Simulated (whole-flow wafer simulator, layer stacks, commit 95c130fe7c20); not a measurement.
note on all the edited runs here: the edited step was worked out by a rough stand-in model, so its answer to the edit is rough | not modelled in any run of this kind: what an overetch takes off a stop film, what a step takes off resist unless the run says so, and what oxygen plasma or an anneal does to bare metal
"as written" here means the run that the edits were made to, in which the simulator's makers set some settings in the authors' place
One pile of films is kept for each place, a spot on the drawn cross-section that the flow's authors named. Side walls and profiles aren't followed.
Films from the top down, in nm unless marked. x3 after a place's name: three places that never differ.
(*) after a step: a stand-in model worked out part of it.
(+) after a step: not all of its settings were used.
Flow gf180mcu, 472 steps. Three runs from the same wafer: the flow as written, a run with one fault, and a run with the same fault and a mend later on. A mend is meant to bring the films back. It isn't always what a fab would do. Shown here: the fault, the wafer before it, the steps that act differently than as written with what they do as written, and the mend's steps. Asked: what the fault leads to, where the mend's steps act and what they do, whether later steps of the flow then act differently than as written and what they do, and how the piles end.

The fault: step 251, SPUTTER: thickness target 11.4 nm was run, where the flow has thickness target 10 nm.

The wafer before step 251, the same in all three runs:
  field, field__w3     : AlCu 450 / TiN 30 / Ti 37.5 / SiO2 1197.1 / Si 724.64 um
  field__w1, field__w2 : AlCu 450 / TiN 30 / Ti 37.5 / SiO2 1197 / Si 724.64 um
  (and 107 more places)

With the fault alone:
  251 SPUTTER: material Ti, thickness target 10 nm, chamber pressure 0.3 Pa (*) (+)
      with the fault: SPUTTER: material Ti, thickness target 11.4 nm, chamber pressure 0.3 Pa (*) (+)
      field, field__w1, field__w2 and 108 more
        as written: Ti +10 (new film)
        with the fault: Ti +11.4 (new film)
  Later steps of the flow that act differently than as written (5 more steps differ only slightly, by at most 2% or 0.5 nm, whichever is larger, and aren't shown):
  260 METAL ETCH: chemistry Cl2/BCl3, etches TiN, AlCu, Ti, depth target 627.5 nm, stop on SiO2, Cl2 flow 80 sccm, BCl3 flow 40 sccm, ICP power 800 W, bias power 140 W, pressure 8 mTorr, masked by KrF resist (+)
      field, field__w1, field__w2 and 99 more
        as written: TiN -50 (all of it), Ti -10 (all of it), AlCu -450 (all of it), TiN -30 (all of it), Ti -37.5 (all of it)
        with the fault: TiN -50 (all of it), Ti -11.4 (all of it), AlCu -450 (all of it), TiN -30 (all of it), Ti -37.5 (all of it)
  At the end the piles differ from the flow's by more than 2% or 0.5 nm, whichever is larger, at field__w8, contact, m1 and 6 more.
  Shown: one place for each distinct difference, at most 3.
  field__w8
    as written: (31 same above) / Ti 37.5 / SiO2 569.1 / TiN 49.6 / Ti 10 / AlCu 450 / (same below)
    with the fault: (31 same above) / Ti 37.5 / SiO2 567.7 / TiN 49.6 / Ti 11.4 / AlCu 450 / (same below)
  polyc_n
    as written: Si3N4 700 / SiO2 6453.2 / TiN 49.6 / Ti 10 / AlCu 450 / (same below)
    with the fault: Si3N4 700 / SiO2 6451.8 / TiN 49.6 / Ti 11.4 / AlCu 450 / (same below)
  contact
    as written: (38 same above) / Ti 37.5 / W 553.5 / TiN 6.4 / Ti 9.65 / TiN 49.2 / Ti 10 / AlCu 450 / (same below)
    with the fault: (38 same above) / Ti 37.5 / W 552.1 / TiN 6.41 / Ti 9.66 / TiN 49.2 / Ti 11.4 / AlCu 450 / (same below)

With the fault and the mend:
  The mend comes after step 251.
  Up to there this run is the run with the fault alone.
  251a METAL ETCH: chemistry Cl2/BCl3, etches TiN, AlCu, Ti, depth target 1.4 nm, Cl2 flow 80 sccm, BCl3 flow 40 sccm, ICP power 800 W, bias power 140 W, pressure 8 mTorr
      field, field__w1, field__w2 and 108 more
        Ti -1.4
  No later step of the flow acts differently than as written at any place that is followed.
  At the end the piles are the same as the flow's at every place that both follow.
